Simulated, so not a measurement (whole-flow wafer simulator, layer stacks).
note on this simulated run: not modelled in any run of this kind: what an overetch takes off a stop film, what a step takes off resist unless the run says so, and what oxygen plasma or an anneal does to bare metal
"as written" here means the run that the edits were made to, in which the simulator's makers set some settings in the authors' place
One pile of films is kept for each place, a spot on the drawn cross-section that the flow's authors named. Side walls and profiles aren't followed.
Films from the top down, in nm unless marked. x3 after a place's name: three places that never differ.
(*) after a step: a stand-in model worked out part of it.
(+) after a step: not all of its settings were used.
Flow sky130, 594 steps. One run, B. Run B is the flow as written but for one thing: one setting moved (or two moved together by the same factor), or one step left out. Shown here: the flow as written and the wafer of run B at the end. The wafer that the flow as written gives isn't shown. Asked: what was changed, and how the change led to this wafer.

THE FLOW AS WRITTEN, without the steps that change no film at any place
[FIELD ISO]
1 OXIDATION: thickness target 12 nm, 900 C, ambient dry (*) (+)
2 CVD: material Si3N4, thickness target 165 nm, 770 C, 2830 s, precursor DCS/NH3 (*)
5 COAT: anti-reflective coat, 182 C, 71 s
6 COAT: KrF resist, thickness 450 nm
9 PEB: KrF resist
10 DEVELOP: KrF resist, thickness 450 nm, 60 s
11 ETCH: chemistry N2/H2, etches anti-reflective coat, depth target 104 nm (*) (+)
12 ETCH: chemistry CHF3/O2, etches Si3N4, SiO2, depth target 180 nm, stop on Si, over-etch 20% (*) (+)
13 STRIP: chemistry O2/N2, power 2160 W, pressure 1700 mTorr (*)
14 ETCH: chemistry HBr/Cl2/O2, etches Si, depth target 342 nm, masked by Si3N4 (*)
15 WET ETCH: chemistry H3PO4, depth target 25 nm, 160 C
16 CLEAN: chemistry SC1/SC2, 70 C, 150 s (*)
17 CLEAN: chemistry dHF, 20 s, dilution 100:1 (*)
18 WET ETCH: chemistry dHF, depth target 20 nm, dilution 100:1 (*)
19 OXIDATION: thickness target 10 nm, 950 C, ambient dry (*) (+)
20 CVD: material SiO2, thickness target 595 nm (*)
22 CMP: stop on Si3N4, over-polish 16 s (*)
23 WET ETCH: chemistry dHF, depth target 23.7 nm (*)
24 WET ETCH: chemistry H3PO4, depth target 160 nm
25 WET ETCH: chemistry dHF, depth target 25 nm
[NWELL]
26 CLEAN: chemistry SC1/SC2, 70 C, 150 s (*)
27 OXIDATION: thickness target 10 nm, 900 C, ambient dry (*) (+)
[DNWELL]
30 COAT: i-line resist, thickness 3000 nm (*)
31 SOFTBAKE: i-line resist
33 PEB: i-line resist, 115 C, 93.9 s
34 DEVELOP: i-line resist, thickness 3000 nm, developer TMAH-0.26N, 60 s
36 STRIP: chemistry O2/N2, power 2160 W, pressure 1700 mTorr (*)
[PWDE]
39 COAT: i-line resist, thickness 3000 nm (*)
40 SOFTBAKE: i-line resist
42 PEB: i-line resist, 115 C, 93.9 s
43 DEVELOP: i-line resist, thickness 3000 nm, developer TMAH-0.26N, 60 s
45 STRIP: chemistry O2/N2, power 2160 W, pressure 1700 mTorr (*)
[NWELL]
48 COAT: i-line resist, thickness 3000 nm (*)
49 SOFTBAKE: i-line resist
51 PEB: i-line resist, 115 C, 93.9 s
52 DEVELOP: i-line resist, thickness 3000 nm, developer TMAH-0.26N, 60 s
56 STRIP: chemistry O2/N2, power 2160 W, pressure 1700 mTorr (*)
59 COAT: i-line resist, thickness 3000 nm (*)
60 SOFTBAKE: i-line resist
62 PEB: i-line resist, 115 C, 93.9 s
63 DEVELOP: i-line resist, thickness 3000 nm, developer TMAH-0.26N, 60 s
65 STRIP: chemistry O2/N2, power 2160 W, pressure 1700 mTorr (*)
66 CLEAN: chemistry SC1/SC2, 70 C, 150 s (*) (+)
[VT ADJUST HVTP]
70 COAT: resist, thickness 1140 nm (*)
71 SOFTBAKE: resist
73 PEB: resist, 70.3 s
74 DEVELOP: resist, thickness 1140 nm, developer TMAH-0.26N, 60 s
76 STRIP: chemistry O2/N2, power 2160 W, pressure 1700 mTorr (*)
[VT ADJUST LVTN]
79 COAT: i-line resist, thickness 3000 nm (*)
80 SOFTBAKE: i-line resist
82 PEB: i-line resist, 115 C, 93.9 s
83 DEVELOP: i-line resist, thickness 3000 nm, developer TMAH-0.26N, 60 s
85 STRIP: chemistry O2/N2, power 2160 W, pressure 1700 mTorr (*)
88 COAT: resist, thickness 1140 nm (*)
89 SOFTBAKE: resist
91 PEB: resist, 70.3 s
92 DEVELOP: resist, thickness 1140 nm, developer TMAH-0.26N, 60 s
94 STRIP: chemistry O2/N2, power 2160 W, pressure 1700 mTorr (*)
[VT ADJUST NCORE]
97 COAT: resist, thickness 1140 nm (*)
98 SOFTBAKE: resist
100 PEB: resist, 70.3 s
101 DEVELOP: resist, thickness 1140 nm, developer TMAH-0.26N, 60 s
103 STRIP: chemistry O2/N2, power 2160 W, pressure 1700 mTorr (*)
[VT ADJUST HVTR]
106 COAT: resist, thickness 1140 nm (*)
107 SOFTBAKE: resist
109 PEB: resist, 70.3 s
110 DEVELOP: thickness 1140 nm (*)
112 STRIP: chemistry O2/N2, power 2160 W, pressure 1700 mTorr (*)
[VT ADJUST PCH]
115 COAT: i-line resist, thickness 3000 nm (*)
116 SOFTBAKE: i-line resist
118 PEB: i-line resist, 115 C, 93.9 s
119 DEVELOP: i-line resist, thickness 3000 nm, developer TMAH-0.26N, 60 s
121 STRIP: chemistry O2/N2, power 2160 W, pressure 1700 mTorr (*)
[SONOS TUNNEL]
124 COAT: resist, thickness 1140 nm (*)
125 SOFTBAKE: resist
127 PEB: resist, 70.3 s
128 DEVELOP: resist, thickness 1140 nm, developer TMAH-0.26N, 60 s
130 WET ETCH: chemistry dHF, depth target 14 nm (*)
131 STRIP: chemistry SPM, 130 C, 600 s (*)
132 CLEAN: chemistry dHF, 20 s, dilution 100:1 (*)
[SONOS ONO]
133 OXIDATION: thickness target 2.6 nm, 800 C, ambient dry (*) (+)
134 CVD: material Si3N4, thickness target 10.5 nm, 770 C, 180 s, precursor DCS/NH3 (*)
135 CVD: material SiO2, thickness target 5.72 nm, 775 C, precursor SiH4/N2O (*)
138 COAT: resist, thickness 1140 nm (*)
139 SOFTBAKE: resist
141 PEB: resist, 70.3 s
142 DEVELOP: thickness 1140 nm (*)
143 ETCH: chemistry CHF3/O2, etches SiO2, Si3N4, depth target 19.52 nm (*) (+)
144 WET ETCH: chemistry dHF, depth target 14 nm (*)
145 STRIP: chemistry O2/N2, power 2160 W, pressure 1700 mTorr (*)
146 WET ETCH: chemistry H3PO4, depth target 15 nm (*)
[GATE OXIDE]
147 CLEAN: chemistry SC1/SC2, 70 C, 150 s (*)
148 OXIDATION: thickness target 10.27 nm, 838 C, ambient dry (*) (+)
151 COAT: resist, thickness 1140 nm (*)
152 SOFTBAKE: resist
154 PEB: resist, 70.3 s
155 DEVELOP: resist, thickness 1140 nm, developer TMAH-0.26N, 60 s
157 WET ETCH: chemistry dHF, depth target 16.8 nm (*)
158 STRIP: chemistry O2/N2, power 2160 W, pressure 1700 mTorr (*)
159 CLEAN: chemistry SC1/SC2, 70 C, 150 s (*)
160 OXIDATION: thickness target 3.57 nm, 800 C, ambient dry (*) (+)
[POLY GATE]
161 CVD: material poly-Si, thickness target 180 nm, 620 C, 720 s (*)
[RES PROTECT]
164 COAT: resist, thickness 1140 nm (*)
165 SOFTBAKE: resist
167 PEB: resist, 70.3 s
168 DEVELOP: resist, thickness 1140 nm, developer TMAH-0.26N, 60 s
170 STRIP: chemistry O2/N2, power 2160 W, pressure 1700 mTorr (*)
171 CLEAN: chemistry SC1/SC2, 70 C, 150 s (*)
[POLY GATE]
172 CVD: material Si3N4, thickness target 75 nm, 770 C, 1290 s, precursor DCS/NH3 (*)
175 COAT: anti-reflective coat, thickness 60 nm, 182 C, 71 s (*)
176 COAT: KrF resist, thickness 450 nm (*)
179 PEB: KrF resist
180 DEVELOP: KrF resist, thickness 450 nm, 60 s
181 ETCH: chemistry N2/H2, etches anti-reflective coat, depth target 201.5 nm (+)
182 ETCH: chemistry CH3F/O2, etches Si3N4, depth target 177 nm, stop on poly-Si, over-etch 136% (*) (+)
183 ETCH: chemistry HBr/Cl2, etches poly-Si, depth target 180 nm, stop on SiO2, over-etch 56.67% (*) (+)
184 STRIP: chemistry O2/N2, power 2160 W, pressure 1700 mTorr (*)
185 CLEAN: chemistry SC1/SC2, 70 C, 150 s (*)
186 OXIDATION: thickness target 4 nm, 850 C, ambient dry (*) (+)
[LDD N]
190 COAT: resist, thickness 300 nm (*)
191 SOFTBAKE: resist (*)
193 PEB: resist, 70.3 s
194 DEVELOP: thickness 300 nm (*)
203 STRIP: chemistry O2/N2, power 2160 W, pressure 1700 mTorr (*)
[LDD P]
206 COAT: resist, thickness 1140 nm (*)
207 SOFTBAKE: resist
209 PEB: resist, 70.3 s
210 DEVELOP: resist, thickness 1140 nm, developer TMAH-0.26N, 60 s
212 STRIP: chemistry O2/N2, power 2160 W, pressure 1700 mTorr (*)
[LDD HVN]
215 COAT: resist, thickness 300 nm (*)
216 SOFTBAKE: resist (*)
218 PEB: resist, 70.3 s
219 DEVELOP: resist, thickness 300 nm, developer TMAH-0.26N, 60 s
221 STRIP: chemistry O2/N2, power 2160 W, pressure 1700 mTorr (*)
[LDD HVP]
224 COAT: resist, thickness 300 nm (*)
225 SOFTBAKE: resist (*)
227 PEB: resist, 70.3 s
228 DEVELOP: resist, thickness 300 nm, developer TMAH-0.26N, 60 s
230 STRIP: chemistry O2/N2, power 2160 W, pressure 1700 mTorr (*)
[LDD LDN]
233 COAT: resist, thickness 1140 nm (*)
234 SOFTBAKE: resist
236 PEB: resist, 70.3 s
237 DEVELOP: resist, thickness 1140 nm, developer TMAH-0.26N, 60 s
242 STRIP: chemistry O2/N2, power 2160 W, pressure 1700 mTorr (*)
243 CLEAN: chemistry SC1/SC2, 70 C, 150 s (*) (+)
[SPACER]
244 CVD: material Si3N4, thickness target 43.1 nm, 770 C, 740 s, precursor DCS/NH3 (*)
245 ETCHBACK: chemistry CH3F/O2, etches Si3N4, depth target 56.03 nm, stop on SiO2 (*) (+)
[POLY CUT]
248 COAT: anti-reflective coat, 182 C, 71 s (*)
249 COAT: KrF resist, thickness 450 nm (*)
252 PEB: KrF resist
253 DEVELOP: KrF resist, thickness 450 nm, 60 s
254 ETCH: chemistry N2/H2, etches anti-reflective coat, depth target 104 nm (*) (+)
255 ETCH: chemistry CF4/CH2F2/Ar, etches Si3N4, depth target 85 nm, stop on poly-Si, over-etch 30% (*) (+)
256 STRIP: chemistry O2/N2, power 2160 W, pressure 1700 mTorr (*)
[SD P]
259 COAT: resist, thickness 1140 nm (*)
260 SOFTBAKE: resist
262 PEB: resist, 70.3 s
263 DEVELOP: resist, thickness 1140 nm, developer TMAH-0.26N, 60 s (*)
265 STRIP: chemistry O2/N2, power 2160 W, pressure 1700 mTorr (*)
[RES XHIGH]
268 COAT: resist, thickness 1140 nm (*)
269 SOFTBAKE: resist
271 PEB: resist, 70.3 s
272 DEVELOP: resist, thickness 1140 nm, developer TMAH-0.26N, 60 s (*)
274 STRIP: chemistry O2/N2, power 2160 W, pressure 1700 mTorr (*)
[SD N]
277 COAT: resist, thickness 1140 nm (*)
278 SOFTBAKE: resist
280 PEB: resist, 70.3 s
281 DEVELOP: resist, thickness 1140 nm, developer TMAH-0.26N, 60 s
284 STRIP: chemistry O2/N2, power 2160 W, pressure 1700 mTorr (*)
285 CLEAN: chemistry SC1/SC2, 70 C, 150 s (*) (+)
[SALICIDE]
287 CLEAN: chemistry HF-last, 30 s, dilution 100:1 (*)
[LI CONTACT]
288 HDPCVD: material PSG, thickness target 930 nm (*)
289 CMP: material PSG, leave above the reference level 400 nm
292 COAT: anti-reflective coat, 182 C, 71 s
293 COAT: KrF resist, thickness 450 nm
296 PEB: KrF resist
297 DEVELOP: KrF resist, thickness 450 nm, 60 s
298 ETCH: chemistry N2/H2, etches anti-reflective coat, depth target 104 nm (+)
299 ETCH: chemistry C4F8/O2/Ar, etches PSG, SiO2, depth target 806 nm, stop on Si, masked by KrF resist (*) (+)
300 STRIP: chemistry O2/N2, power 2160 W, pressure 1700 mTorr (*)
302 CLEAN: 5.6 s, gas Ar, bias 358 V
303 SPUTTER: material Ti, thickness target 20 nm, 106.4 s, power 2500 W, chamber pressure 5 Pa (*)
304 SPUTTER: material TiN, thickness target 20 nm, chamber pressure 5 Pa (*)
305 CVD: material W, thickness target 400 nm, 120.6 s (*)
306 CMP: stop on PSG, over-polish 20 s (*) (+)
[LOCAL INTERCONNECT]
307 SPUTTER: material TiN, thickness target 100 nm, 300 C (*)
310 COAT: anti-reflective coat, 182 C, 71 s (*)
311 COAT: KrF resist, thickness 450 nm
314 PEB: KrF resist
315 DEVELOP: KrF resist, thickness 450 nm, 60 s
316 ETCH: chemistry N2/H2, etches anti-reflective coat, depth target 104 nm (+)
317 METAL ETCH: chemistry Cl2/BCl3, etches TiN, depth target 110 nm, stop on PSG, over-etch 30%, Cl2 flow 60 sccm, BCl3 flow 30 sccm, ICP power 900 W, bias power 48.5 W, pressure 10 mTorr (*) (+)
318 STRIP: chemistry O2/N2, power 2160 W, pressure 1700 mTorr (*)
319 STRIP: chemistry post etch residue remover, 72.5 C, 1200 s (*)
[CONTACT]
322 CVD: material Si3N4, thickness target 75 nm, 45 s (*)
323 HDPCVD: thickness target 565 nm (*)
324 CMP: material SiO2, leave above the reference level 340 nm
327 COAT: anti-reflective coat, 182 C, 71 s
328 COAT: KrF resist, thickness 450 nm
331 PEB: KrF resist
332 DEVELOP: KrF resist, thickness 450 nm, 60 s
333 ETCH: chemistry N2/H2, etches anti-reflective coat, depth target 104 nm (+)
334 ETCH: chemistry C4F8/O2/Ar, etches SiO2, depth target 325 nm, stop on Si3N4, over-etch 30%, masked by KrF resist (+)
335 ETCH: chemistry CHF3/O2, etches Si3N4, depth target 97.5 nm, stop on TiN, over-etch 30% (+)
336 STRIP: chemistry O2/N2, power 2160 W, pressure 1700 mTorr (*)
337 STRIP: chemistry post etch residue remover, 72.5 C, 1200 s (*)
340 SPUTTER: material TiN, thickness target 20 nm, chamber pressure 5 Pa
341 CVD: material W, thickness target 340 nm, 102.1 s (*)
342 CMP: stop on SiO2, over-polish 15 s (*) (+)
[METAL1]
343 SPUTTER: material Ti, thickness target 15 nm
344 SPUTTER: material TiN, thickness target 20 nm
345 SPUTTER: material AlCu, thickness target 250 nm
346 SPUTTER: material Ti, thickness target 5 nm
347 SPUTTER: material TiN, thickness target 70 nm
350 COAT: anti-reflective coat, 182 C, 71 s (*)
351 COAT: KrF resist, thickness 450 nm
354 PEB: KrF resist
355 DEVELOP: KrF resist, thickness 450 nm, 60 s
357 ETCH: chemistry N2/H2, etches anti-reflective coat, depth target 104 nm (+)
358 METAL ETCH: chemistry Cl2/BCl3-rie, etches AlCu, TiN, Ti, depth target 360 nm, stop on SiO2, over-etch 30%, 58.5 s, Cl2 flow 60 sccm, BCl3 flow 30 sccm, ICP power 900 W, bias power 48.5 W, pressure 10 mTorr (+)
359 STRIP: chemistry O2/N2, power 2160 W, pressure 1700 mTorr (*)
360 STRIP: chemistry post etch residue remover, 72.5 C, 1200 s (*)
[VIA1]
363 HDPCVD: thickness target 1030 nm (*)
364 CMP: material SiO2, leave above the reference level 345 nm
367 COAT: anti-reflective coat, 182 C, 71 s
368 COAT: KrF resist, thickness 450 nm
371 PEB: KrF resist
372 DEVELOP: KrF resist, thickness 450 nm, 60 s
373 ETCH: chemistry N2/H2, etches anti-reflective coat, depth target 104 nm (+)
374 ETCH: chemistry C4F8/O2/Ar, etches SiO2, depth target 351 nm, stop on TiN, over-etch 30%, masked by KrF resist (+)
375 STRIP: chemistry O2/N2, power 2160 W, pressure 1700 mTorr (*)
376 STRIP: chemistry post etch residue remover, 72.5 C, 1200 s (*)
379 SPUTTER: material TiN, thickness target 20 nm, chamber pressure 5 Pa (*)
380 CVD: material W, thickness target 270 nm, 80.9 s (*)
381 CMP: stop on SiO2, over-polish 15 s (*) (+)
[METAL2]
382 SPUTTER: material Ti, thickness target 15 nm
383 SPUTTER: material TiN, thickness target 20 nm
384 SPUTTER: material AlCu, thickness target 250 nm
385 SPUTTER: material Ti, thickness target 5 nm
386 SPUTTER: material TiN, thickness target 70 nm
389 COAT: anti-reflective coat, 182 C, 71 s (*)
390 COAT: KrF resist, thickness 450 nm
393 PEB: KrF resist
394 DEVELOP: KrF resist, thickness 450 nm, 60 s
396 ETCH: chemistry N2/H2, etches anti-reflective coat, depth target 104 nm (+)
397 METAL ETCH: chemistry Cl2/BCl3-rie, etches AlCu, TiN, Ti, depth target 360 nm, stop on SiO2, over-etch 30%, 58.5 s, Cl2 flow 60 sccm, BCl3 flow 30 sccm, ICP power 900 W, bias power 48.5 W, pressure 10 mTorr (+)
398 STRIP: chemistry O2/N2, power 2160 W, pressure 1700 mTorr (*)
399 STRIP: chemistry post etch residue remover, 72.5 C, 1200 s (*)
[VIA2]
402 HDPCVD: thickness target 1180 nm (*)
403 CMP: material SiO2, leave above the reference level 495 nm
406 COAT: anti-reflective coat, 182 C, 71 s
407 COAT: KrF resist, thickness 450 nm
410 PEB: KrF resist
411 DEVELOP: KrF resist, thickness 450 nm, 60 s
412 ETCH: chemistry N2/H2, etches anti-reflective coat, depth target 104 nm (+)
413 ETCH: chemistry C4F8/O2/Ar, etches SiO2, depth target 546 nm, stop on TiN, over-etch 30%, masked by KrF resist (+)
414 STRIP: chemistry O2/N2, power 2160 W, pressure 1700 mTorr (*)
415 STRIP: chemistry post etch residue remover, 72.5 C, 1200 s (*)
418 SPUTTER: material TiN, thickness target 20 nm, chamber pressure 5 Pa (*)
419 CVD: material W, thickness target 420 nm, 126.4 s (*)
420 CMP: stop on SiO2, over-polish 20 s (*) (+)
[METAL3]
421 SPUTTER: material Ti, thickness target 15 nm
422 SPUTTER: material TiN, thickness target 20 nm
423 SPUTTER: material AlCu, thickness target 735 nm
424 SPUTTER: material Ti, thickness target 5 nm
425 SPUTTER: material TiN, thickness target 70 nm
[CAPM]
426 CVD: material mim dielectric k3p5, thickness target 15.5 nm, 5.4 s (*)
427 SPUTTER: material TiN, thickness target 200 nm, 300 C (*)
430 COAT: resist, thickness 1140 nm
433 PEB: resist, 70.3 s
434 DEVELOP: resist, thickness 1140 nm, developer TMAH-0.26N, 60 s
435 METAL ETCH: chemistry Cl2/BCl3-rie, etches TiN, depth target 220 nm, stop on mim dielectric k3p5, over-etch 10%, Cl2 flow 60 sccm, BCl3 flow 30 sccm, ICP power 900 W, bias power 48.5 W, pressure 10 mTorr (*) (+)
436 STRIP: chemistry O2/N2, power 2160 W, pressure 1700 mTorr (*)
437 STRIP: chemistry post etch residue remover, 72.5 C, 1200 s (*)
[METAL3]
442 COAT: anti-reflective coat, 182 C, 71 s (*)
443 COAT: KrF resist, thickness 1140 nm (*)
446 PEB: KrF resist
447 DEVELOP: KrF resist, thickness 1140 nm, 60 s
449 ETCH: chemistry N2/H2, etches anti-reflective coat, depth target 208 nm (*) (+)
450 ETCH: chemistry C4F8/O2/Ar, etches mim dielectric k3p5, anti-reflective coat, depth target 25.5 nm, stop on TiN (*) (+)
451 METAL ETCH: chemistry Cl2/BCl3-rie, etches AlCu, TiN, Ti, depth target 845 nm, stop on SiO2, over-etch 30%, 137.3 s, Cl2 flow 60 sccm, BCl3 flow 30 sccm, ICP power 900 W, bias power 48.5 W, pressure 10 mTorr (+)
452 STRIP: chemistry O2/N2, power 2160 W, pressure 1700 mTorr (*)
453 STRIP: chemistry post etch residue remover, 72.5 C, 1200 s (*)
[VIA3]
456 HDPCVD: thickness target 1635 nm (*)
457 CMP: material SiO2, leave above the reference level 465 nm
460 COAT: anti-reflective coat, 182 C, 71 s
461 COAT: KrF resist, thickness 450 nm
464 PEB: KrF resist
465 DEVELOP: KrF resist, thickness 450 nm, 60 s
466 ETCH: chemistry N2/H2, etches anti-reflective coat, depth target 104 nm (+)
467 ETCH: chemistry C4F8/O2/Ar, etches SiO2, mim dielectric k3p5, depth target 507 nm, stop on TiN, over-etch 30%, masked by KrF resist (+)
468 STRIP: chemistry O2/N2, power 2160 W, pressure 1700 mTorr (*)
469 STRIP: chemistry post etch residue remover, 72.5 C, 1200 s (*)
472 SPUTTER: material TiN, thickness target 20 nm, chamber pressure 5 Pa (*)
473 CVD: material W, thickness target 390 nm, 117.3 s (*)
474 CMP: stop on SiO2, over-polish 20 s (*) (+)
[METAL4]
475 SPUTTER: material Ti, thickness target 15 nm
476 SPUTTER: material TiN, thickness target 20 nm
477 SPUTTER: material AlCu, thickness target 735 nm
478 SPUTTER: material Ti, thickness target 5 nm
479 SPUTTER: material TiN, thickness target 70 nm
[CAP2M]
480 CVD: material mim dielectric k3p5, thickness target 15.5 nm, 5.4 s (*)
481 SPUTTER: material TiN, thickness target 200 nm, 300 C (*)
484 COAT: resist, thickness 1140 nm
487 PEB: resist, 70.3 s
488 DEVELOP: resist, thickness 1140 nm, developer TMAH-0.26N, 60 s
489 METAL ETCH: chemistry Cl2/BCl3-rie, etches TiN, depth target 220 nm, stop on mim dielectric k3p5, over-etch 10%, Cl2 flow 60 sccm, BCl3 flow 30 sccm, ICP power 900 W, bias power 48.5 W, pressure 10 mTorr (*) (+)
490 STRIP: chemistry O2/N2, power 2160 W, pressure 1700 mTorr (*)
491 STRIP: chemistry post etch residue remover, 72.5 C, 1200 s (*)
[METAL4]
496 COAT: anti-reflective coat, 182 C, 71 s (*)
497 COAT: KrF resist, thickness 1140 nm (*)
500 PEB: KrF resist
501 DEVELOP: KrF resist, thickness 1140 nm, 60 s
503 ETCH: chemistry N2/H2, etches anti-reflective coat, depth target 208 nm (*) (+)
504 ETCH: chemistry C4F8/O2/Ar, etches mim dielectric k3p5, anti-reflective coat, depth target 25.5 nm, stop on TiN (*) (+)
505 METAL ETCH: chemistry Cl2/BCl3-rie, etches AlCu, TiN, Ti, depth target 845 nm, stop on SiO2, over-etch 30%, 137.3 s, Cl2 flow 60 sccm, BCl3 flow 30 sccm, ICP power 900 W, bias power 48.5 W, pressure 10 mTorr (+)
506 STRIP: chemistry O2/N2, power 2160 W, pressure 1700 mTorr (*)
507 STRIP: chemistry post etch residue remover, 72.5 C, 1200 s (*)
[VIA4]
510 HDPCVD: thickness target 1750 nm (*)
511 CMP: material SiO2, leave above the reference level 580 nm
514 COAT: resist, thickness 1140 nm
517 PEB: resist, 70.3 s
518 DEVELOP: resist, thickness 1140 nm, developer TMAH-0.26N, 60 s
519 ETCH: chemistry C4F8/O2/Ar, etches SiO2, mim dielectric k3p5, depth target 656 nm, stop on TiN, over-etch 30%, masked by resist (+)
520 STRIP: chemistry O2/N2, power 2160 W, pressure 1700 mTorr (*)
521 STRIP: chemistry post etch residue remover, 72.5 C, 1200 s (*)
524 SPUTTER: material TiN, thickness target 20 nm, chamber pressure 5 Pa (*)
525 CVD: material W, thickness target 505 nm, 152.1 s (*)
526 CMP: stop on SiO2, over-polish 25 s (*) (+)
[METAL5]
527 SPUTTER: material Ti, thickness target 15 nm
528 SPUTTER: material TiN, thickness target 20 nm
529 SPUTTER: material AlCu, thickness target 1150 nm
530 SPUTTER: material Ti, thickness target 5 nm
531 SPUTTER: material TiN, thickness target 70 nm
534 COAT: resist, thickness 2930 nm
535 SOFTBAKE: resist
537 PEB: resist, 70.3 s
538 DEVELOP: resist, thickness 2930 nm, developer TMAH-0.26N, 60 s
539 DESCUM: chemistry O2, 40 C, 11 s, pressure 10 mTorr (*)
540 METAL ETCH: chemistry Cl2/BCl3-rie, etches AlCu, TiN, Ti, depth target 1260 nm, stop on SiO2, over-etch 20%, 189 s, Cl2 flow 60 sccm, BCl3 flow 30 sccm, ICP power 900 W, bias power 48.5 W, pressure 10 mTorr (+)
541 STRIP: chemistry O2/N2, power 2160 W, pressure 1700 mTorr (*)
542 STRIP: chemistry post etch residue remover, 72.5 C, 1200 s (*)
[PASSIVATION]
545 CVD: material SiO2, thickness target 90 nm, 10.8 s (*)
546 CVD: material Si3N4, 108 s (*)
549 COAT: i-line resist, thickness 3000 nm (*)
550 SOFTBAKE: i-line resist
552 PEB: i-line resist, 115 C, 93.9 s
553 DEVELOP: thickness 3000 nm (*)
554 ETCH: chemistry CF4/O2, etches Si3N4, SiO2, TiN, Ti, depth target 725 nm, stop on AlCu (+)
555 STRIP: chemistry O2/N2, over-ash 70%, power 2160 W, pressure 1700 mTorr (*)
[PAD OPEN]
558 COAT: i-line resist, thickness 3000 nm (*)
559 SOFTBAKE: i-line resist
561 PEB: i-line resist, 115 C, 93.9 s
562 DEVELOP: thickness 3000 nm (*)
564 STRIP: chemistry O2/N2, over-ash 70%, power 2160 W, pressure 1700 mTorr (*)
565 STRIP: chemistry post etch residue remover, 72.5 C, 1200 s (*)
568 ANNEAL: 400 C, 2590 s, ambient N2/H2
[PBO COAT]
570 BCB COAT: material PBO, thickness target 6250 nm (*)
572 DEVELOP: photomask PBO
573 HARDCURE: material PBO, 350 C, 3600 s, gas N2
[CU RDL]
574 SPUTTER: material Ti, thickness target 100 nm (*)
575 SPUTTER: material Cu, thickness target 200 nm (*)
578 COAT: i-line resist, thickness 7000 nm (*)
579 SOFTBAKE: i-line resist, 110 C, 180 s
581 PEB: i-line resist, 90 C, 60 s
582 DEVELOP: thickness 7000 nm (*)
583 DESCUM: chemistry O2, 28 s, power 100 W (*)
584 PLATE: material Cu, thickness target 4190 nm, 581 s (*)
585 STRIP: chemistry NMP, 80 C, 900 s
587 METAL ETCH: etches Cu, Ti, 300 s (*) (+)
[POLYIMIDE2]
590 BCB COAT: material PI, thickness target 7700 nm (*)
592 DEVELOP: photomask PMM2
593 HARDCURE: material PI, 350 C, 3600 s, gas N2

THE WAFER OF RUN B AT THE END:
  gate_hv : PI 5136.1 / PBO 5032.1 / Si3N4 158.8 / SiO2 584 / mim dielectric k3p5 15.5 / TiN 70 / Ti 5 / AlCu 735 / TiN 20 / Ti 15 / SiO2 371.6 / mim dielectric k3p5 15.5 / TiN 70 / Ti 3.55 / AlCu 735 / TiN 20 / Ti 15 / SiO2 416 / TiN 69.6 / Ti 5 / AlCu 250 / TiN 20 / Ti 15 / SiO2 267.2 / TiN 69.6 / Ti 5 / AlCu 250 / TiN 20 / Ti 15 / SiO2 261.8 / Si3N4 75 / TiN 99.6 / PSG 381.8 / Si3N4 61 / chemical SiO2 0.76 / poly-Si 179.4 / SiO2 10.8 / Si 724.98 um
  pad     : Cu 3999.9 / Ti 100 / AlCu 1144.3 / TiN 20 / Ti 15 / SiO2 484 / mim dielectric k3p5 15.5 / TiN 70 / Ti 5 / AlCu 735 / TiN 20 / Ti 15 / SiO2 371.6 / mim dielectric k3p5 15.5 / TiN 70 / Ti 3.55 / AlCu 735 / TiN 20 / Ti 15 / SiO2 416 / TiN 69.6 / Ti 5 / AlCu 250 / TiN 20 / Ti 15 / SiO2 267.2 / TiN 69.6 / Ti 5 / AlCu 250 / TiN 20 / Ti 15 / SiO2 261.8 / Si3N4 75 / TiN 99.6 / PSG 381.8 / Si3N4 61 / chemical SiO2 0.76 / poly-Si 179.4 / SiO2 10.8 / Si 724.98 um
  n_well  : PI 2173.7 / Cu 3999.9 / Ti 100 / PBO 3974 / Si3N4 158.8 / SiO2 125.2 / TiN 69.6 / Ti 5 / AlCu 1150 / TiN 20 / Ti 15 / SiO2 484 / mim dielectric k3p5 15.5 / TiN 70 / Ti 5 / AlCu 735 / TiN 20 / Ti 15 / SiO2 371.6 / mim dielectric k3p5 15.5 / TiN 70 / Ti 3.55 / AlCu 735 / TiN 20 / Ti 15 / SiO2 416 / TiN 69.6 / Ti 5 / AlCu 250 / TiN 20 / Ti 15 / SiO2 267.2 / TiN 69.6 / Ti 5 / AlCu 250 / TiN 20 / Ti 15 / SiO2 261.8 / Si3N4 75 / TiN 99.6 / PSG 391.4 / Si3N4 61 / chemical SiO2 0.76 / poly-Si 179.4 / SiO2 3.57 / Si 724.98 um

The cause: step 424, SPUTTER: thickness target 3.55 nm was run, where the flow has thickness target 5 nm.
It can be read off the wafer: gate_hv has Ti 3.55, and step 424 as written asks for 5 nm.

How the change led to this, step by step:
  424 SPUTTER: material Ti, thickness target 5 nm
      field, active, n_well and 188 more: Ti +3.55 (new film) (as written it would be: Ti +5 (new film))
  451 METAL ETCH: chemistry Cl2/BCl3-rie, etches AlCu, TiN, Ti, depth target 845 nm, stop on SiO2, over-etch 30%, 137.3 s, Cl2 flow 60 sccm, BCl3 flow 30 sccm, ICP power 900 W, bias power 48.5 W, pressure 10 mTorr (+)
      field, gate, spacer and 68 more: TiN -70 (all of it), Ti -3.55 (all of it), AlCu -735 (all of it), TiN -20 (all of it), Ti -15 (all of it), SiO2 -25.5 (as written it would be: TiN -70 (all of it), Ti -5 (all of it), AlCu -735 (all of it), TiN -20 (all of it), Ti -15 (all of it), SiO2 -25.4)
      active, vpp_ln, vpp_iso2 and 11 more: TiN -70 (all of it), Ti -3.55 (all of it), AlCu -735 (all of it), TiN -20 (all of it), Ti -15 (all of it), SiO2 -25.5 (as written it would be: TiN -70 (all of it), Ti -5 (all of it), AlCu -735 (all of it), TiN -20 (all of it), Ti -15 (all of it), SiO2 -25.3)
